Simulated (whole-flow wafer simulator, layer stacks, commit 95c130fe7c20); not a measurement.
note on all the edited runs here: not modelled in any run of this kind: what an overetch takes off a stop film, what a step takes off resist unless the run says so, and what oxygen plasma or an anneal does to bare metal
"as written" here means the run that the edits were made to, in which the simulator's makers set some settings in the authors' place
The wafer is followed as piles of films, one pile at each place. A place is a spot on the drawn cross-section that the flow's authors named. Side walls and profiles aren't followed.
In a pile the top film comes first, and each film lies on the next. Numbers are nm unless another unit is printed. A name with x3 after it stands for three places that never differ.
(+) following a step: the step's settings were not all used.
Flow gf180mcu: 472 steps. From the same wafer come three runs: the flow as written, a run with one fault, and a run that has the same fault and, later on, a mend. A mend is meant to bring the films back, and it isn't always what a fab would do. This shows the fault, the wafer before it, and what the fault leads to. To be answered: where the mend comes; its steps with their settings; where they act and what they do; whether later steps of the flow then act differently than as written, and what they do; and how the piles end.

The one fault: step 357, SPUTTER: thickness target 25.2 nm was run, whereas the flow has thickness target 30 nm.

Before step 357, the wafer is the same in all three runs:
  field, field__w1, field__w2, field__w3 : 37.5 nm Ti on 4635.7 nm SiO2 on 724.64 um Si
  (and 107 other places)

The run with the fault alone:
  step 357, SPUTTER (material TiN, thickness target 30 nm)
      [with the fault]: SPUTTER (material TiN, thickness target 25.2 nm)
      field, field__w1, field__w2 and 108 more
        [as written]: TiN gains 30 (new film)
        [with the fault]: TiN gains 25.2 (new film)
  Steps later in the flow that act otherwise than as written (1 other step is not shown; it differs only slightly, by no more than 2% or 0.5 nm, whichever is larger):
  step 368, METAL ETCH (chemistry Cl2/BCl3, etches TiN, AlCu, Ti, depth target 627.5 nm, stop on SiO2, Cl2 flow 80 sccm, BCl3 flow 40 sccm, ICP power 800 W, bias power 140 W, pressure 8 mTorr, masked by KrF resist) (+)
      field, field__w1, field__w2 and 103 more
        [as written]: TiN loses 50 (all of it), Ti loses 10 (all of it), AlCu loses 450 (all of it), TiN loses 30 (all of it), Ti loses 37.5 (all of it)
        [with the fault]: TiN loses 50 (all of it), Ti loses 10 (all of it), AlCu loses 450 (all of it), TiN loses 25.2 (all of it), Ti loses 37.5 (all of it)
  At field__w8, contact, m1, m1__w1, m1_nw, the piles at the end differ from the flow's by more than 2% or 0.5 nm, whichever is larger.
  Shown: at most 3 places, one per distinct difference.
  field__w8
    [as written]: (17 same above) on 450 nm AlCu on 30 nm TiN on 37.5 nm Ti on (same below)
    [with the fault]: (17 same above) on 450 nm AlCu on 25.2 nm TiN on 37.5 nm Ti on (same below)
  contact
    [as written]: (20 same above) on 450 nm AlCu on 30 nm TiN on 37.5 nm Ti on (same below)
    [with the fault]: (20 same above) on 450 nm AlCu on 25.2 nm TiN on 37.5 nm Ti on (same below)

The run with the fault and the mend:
  The mend follows step 357.
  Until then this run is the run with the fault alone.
  step 357a, SPUTTER (material TiN, thickness target 4.8 nm) (the flow's step 357, run once more with other settings)
      field, field__w1, field__w2 and 108 more
        TiN gains 4.8
  Later steps of the flow that are run all act as written at every place that is followed.
  At every place that both follow, the piles at the end match the flow's.
